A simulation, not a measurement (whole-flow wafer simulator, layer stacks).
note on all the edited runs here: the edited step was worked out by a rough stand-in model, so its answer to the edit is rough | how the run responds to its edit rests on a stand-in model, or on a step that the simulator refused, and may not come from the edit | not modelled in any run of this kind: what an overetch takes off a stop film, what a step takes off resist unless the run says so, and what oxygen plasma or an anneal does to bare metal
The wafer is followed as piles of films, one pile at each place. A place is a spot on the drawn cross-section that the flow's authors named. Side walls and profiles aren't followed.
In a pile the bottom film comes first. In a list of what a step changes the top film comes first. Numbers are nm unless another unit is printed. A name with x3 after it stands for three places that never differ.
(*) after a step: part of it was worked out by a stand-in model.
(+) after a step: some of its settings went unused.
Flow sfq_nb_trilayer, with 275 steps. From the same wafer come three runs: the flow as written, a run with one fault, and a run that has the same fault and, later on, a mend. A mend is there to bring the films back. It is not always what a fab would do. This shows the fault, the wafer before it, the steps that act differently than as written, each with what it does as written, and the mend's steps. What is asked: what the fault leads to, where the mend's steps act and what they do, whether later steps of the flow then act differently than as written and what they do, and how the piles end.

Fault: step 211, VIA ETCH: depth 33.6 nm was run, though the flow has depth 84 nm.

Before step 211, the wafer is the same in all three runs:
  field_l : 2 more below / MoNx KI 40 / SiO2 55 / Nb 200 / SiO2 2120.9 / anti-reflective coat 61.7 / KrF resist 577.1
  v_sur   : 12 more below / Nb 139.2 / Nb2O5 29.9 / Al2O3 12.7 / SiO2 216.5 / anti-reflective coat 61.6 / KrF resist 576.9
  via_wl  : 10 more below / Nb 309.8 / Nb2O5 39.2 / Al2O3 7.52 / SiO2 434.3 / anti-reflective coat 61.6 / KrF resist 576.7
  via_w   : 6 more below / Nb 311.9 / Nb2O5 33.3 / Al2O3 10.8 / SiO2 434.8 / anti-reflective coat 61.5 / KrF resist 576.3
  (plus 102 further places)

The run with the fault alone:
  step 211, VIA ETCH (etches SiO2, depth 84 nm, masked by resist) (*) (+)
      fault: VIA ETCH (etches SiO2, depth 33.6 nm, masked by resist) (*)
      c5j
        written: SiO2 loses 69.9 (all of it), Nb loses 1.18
        fault: SiO2 loses 33.6
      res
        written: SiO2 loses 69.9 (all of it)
        fault: SiO2 loses 33.6
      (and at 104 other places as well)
  Later steps of the flow acting differently than as written (4 more steps, not shown, differ only slightly: by at most 2% or 0.5 nm, whichever is larger):
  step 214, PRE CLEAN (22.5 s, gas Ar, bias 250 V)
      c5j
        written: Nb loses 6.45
        fault: SiO2 loses 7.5
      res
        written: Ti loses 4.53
        fault: SiO2 loses 7.5
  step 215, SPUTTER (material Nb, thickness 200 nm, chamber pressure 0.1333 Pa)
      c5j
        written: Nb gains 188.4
        fault: Nb gains 197.4 (new film)
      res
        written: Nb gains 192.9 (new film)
        fault: Nb gains 200 (new film)
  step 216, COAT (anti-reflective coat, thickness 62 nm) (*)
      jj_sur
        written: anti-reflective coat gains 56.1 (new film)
        fault: anti-reflective coat gains 57.5 (new film)
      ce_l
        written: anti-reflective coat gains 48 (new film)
        fault: anti-reflective coat gains 57.3 (new film)
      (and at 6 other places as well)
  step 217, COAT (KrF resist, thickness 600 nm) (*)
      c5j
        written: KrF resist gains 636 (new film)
        fault: KrF resist gains 620.6 (new film)
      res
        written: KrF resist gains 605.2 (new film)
        fault: KrF resist gains 588.2 (new film)
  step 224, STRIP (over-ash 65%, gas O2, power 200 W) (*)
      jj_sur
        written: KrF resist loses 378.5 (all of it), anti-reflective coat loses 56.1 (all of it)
        fault: KrF resist loses 379.9 (all of it), anti-reflective coat loses 57.5 (all of it)
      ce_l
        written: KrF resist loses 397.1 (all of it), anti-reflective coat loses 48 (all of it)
        fault: KrF resist loses 391.5 (all of it), anti-reflective coat loses 57.3 (all of it)
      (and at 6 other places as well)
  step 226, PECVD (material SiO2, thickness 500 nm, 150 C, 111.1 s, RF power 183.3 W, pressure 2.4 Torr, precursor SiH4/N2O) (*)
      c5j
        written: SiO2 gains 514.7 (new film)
        fault: SiO2 gains 500 (new film)
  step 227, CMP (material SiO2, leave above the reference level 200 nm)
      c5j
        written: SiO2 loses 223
        fault: SiO2 loses 253.7
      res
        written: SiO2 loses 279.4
        fault: SiO2 loses 319.8
  At c5j, res, the piles at the end differ from the flow's by more than 2% or 0.5 nm, whichever is larger.
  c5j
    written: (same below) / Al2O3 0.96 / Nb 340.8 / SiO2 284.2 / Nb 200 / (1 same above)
    fault: (same below) / Al2O3 0.96 / Nb 160 / SiO2 28.8 / Nb 197.4 / SiO2 238.8 / Nb 200 / (1 same above)
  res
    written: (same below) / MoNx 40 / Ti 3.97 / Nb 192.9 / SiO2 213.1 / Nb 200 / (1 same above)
    fault: (same below) / MoNx 40 / Ti 8.5 / SiO2 28.8 / Nb 200 / SiO2 172.7 / Nb 200 / (1 same above)

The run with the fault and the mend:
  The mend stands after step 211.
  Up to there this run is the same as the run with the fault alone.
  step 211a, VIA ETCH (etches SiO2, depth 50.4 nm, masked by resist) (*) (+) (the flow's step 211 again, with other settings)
      field_l, v_sur, via_wl and 101 more
        KrF resist loses 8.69
      c5j
        SiO2 loses 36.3 (all of it), Nb loses 1.18
      res
        SiO2 loses 36.3 (all of it)
  Every later step of the flow that is run acts as written at every place that is followed.
  The piles end the same as the flow's at every place that both follow.
